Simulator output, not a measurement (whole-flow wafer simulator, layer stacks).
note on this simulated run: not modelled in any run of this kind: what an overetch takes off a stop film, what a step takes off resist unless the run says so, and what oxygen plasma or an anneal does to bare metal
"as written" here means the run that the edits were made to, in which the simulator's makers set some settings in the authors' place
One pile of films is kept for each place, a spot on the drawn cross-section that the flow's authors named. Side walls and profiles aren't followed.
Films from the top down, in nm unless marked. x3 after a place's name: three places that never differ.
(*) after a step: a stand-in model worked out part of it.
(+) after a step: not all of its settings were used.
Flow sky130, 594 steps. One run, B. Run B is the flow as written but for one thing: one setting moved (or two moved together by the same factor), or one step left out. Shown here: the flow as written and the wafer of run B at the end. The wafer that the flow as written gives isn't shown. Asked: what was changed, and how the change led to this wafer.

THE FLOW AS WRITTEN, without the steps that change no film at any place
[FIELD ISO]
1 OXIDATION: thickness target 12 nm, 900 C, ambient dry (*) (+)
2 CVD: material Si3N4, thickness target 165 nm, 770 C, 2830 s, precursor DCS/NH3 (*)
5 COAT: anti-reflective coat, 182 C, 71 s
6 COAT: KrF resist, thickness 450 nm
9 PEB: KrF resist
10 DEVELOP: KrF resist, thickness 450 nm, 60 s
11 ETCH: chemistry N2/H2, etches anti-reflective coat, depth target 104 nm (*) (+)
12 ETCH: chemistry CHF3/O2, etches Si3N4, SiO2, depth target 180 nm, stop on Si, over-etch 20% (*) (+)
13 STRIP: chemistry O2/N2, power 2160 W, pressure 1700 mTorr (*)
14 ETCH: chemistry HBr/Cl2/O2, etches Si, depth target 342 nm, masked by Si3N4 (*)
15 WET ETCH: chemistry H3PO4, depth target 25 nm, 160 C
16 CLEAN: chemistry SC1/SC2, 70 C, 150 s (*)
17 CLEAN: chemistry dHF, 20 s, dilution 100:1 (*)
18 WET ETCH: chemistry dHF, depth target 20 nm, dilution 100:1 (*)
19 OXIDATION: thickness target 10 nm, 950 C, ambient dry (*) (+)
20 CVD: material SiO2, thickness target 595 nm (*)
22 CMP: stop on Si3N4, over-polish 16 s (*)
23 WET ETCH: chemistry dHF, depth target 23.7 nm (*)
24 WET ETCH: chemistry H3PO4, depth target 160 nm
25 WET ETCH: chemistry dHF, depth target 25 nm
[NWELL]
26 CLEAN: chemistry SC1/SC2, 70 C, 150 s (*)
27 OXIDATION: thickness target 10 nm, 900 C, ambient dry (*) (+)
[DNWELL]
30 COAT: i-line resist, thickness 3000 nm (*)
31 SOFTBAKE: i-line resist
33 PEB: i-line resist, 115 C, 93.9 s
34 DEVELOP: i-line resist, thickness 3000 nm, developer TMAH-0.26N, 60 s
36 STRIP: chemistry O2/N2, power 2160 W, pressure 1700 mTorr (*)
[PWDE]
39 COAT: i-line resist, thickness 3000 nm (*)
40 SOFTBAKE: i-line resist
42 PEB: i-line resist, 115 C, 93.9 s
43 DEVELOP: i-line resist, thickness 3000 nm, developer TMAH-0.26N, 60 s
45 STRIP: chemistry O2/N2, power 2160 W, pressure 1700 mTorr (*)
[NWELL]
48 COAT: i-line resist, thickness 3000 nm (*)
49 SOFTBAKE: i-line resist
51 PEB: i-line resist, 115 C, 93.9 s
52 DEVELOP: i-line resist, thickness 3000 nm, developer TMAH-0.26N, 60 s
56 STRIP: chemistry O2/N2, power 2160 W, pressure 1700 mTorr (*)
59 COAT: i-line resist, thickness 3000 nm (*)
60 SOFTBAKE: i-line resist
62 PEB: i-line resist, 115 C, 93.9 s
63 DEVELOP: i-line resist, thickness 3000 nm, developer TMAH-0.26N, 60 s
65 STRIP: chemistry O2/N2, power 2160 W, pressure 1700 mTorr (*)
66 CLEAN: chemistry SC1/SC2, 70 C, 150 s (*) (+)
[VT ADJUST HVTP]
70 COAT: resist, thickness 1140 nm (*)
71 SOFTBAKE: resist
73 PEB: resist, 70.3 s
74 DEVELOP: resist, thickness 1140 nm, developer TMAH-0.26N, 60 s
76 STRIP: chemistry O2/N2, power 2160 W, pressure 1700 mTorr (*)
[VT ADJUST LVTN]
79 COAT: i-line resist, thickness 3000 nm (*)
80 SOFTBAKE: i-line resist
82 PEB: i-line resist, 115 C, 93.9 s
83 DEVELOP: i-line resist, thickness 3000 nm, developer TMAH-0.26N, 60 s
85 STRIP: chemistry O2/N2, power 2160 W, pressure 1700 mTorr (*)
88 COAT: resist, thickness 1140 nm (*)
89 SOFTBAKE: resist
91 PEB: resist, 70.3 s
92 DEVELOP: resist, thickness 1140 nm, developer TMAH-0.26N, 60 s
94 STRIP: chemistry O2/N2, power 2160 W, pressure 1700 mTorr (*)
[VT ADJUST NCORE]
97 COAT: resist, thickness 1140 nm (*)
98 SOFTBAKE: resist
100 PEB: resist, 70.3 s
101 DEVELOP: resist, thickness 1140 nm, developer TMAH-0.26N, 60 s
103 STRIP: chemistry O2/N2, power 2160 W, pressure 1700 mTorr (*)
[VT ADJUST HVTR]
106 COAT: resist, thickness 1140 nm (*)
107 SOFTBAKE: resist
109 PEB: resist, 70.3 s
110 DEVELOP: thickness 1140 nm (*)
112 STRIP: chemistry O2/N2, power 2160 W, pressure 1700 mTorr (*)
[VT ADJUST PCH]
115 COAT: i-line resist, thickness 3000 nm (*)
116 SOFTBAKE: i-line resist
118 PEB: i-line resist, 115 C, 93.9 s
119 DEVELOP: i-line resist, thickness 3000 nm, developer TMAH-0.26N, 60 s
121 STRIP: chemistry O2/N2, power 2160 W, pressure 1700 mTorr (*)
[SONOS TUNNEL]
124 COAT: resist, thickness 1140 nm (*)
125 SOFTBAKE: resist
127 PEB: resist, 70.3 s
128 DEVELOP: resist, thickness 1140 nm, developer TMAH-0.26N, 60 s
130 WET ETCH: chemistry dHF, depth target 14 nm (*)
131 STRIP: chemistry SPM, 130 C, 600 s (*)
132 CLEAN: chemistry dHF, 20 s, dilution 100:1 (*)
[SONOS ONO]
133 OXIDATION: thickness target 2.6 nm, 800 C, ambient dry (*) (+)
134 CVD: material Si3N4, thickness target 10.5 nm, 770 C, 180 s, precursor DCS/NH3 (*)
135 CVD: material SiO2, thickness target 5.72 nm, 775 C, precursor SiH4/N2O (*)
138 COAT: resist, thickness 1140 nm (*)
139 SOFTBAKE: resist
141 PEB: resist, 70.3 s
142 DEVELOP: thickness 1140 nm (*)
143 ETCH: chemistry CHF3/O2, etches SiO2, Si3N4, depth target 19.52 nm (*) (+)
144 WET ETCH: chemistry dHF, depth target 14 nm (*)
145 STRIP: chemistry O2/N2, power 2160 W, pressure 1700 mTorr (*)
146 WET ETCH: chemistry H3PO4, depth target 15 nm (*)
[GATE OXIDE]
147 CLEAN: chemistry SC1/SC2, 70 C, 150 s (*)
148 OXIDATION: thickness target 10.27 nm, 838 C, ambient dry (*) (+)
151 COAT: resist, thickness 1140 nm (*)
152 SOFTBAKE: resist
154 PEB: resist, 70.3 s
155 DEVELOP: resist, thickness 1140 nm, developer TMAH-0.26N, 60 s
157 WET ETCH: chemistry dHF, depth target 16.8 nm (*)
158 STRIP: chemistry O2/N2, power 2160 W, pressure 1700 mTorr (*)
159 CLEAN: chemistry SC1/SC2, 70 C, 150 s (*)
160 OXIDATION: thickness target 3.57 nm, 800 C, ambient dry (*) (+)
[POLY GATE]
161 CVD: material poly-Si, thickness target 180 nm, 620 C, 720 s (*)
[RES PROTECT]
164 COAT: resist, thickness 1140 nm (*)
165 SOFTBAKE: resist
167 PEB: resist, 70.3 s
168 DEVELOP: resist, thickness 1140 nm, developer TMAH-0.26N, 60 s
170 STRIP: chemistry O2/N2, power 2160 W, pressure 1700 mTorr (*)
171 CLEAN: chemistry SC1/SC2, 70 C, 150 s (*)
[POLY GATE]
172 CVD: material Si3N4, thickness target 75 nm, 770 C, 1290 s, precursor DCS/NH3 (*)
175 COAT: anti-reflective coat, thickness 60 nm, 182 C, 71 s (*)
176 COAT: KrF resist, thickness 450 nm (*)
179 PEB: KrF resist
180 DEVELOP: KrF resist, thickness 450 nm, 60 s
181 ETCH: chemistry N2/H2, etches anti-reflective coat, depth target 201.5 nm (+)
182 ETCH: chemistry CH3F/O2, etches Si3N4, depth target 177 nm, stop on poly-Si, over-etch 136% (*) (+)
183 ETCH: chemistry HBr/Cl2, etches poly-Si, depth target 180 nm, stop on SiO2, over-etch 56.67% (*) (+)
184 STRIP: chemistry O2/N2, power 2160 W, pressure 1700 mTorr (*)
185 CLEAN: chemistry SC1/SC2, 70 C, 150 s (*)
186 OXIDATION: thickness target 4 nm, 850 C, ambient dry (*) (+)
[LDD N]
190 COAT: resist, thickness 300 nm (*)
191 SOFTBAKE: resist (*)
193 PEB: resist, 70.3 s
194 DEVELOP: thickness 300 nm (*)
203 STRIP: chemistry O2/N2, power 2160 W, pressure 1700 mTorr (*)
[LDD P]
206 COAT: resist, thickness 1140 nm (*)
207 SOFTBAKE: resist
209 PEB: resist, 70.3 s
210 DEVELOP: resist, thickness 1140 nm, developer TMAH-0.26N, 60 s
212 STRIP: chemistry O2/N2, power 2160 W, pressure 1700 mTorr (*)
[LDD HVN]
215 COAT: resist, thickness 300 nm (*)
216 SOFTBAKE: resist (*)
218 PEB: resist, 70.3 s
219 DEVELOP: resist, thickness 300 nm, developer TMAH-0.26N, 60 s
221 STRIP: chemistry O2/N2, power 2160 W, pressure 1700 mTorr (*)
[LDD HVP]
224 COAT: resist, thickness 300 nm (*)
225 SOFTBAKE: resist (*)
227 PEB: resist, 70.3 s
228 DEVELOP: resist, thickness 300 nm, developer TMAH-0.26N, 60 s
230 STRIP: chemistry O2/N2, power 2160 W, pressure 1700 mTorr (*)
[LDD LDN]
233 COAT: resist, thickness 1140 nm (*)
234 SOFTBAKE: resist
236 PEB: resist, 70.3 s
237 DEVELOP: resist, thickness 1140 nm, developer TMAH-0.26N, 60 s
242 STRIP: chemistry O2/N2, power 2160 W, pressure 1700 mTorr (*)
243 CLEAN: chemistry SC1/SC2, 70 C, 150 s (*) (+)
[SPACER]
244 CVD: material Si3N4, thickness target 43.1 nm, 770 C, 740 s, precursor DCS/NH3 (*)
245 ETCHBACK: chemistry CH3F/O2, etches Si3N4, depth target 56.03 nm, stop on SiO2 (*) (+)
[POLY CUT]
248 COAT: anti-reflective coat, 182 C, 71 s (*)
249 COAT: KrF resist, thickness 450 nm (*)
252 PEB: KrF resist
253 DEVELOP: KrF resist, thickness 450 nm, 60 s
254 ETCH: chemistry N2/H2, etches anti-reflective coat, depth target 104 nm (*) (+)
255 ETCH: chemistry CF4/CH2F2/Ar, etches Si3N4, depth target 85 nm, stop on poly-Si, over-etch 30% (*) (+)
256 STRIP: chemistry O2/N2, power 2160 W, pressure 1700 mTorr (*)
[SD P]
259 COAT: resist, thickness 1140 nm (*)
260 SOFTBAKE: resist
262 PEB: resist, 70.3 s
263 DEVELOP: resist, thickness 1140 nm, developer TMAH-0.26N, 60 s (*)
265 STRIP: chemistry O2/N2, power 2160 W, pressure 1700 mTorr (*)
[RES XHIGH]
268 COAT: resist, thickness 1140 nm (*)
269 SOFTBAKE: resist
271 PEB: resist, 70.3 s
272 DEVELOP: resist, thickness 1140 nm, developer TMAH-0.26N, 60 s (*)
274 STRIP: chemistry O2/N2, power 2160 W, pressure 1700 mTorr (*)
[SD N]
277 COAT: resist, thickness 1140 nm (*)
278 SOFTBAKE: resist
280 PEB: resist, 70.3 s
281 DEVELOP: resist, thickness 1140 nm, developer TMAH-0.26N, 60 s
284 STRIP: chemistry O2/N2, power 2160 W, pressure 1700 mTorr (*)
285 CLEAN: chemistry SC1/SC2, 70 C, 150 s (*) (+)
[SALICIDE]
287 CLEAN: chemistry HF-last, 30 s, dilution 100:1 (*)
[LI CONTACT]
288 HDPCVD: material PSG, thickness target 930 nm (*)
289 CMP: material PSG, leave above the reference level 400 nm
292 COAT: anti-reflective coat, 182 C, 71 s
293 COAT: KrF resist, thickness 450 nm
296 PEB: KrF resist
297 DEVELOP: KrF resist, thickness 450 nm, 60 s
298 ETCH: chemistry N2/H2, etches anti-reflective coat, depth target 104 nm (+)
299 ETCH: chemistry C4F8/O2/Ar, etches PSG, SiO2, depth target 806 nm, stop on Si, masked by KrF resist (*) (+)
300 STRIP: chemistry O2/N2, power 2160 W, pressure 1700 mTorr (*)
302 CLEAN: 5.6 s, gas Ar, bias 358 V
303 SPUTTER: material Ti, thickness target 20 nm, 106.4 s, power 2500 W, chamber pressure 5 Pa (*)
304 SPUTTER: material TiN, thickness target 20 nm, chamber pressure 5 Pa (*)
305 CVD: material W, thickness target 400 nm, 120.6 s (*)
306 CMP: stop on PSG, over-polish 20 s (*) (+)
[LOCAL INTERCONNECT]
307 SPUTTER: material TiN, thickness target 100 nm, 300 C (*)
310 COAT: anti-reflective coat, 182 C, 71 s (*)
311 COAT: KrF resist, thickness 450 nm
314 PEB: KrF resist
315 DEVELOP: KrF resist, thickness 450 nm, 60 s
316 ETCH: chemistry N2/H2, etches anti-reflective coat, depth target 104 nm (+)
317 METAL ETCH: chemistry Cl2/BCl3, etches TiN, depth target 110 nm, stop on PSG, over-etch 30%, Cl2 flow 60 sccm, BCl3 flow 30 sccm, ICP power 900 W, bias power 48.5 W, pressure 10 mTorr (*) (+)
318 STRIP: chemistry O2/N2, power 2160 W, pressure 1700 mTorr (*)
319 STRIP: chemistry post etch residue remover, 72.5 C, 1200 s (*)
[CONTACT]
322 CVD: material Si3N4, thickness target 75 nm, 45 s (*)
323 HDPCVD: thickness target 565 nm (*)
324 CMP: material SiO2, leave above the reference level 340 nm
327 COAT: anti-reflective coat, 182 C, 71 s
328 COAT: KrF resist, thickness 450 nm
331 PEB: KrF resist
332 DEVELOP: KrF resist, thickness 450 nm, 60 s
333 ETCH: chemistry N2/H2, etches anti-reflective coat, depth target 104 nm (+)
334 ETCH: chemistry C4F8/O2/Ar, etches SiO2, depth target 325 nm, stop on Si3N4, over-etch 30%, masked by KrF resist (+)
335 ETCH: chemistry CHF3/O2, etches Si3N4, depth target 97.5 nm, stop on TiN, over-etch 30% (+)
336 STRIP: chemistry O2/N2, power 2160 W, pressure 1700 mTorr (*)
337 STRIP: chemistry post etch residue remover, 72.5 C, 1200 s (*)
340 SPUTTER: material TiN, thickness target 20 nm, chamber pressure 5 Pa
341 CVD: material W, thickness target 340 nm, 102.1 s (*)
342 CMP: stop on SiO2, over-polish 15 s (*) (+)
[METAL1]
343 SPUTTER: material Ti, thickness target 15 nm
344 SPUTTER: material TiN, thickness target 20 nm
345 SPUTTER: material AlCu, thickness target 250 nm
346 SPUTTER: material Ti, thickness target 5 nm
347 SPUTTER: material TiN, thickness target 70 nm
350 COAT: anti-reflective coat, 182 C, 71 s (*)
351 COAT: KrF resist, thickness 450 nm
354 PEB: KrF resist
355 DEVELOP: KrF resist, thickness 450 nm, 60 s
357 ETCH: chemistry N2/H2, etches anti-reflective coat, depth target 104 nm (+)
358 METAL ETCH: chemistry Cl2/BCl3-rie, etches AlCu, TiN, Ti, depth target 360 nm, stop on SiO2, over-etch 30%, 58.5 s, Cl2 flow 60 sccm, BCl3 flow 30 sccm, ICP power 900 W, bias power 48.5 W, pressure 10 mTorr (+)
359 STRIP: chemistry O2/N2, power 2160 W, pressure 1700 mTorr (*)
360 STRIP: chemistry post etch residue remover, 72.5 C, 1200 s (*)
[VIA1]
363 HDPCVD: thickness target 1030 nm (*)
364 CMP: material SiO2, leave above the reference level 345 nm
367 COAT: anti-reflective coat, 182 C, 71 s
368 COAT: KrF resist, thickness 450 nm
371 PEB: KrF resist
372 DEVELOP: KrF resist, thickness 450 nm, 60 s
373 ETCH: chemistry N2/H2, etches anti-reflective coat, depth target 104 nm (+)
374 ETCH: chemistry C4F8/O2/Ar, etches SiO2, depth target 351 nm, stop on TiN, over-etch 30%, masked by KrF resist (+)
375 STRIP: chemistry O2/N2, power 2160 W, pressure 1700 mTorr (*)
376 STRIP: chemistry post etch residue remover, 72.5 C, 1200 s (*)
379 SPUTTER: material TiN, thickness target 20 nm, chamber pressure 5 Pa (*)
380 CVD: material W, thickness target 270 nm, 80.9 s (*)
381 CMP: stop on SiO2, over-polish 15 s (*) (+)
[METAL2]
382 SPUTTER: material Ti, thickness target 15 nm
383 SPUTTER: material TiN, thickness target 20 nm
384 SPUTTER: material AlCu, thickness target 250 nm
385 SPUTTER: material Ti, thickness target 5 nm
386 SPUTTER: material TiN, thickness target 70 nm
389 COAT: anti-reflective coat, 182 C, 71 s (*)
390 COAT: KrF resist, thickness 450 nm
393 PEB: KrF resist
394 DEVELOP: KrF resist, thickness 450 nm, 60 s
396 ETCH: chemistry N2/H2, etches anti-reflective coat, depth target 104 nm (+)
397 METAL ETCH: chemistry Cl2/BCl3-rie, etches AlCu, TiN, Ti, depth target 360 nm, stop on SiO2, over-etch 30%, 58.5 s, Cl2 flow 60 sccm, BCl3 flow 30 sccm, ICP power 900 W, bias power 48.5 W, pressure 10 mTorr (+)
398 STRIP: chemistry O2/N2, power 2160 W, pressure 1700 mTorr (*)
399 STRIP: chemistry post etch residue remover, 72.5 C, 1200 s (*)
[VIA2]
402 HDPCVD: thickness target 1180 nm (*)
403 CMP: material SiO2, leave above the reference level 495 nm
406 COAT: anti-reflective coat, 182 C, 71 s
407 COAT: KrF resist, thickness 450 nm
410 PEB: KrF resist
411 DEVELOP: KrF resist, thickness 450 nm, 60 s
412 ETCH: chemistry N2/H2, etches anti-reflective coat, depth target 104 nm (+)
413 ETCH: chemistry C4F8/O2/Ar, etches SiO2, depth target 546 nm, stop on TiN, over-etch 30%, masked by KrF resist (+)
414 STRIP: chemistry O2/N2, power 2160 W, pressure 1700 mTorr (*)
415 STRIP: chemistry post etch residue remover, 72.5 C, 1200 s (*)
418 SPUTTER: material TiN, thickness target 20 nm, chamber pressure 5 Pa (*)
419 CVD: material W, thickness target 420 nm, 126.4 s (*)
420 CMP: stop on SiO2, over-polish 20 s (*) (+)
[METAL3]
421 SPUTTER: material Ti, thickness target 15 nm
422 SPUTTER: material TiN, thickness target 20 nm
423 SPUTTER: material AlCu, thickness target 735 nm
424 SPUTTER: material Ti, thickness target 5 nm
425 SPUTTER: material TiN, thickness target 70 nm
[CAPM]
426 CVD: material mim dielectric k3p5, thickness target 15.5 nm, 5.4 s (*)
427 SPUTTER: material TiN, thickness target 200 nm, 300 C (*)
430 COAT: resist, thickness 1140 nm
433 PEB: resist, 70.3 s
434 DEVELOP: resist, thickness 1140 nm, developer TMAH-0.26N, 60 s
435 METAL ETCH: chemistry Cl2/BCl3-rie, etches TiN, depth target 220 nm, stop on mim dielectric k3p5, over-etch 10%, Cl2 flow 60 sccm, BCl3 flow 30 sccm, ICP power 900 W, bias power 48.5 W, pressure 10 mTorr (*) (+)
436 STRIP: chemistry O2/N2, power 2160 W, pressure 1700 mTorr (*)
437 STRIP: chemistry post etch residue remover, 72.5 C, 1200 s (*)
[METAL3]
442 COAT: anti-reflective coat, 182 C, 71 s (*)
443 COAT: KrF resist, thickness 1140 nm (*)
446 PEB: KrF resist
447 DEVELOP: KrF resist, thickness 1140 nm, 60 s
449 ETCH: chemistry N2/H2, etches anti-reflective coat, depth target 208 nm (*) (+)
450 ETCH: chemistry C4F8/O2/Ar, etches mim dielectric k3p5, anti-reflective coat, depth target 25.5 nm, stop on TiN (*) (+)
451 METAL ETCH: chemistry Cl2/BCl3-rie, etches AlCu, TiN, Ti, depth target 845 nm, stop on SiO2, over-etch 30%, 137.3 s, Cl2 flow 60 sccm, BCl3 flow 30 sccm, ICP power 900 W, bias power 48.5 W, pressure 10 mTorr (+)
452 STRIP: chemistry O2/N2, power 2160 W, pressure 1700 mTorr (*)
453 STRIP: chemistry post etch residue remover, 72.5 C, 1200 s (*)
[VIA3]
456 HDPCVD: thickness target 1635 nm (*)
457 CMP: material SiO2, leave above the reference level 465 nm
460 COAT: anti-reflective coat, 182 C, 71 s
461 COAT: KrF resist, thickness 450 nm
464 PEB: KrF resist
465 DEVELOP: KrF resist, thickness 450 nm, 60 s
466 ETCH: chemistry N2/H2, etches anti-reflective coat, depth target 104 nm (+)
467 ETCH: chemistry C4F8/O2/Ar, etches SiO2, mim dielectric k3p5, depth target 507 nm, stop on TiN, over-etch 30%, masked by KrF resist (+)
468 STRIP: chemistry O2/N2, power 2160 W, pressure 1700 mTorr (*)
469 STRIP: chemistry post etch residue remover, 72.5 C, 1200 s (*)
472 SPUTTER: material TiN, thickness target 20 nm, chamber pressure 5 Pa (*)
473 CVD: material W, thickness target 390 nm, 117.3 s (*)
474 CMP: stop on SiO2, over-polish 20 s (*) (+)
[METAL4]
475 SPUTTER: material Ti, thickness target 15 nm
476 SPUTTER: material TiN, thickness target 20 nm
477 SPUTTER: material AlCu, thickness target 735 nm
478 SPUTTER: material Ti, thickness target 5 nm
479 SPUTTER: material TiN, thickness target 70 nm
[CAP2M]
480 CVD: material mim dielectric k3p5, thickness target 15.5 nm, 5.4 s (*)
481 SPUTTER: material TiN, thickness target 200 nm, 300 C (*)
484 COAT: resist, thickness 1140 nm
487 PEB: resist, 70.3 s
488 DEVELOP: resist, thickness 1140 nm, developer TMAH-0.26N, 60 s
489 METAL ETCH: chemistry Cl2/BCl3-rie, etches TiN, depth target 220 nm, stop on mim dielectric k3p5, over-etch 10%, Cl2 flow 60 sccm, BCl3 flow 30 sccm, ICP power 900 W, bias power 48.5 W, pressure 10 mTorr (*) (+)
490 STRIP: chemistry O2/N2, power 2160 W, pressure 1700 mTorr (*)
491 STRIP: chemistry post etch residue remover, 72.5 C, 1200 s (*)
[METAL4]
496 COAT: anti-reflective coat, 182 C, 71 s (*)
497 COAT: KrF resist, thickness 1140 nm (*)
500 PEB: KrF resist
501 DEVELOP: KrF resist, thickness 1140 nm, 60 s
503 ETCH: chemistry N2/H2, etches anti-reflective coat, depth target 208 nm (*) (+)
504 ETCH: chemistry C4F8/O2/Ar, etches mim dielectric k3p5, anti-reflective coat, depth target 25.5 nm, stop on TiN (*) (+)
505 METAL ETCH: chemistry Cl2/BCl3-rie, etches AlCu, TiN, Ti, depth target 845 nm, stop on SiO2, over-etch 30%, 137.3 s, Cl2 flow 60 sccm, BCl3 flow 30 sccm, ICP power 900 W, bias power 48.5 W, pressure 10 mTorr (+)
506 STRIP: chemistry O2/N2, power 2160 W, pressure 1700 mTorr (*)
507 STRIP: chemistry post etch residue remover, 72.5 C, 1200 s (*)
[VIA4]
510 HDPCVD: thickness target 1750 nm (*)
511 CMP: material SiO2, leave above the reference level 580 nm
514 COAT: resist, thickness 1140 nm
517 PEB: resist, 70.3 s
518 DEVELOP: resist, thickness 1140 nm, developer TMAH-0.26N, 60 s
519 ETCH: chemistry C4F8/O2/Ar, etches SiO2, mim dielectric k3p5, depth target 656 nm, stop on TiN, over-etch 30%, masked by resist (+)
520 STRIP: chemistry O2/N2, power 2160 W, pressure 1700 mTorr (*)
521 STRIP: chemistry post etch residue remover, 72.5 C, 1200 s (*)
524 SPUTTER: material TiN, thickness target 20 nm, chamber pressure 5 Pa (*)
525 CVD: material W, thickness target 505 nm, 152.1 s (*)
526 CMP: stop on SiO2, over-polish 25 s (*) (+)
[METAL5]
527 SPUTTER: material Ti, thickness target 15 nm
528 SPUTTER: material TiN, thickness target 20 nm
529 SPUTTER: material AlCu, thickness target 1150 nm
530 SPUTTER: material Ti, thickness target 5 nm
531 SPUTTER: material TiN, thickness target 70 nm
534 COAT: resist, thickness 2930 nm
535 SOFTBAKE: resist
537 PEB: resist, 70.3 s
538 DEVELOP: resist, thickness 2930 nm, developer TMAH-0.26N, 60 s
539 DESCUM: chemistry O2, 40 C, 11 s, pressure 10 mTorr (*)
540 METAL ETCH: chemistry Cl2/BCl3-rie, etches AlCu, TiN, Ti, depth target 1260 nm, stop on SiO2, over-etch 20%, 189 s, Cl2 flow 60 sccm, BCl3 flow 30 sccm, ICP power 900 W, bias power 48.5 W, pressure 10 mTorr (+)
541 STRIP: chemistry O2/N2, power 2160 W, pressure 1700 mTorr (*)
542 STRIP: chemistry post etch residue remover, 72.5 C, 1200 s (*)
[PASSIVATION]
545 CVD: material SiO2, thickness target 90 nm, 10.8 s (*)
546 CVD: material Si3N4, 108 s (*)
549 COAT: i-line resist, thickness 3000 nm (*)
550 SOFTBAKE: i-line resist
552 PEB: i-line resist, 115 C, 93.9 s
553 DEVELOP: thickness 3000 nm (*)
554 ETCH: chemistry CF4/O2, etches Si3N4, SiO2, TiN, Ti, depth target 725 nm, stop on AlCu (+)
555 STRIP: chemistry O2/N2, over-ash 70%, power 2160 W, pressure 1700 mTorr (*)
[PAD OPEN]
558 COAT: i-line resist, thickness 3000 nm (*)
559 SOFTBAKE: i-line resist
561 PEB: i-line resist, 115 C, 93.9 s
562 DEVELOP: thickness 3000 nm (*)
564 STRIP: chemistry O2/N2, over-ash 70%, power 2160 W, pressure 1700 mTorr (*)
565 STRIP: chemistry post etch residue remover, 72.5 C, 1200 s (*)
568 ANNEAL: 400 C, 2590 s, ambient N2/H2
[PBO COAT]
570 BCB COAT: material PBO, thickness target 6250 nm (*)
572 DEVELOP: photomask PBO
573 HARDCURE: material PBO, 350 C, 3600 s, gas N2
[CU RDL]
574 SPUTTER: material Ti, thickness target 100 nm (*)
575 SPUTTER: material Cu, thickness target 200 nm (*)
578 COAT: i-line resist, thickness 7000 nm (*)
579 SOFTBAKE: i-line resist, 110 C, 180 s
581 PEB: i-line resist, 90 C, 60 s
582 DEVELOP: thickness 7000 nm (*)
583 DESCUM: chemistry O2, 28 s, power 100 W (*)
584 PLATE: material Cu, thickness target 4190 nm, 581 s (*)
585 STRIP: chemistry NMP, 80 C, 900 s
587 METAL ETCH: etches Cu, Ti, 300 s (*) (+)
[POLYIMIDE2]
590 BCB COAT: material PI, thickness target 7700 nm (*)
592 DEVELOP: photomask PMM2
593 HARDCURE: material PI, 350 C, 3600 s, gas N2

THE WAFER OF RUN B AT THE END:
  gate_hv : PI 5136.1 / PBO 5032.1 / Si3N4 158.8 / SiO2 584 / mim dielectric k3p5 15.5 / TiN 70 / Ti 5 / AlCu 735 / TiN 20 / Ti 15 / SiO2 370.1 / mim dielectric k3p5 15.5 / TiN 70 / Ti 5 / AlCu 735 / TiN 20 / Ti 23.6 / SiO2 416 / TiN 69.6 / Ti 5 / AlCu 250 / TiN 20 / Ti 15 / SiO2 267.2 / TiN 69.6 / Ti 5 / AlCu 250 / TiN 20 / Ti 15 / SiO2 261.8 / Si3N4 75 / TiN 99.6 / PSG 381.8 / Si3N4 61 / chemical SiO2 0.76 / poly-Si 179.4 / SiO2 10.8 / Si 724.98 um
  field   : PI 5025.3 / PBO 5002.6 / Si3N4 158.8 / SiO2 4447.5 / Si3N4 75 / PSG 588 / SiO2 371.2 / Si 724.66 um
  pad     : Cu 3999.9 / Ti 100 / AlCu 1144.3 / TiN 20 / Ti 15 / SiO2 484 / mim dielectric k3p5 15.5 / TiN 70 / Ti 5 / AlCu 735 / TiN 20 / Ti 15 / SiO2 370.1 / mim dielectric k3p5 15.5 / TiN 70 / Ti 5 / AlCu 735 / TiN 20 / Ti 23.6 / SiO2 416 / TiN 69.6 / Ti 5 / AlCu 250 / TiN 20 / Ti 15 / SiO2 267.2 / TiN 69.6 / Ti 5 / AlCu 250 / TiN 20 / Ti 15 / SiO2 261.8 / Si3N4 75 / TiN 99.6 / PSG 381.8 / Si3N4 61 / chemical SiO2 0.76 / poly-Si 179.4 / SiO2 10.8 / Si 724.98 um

The cause: step 421, SPUTTER: thickness target 23.6 nm was run, where the flow has thickness target 15 nm.
It can be read off the wafer: gate_hv has Ti 23.6, and step 421 as written asks for 15 nm.

How the change led to this, step by step:
  421 SPUTTER: material Ti, thickness target 15 nm
      field, active, n_well and 188 more: Ti +23.6 (new film) (as written it would be: Ti +15 (new film))
  451 METAL ETCH: chemistry Cl2/BCl3-rie, etches AlCu, TiN, Ti, depth target 845 nm, stop on SiO2, over-etch 30%, 137.3 s, Cl2 flow 60 sccm, BCl3 flow 30 sccm, ICP power 900 W, bias power 48.5 W, pressure 10 mTorr (+)
      field, gate, spacer and 68 more: TiN -70 (all of it), Ti -5 (all of it), AlCu -735 (all of it), TiN -20 (all of it), Ti -23.6 (all of it), SiO2 -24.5 (as written it would be: TiN -70 (all of it), Ti -5 (all of it), AlCu -735 (all of it), TiN -20 (all of it), Ti -15 (all of it), SiO2 -25.4)
      active, vpp_ln, vpp_iso2 and 11 more: TiN -70 (all of it), Ti -5 (all of it), AlCu -735 (all of it), TiN -20 (all of it), Ti -23.6 (all of it), SiO2 -24.5 (as written it would be: TiN -70 (all of it), Ti -5 (all of it), AlCu -735 (all of it), TiN -20 (all of it), Ti -15 (all of it), SiO2 -25.3)
  457 CMP: material SiO2, leave above the reference level 465 nm
      field, active, gate and 82 more: SiO2 -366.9 (as written it would be: SiO2 -374.7)
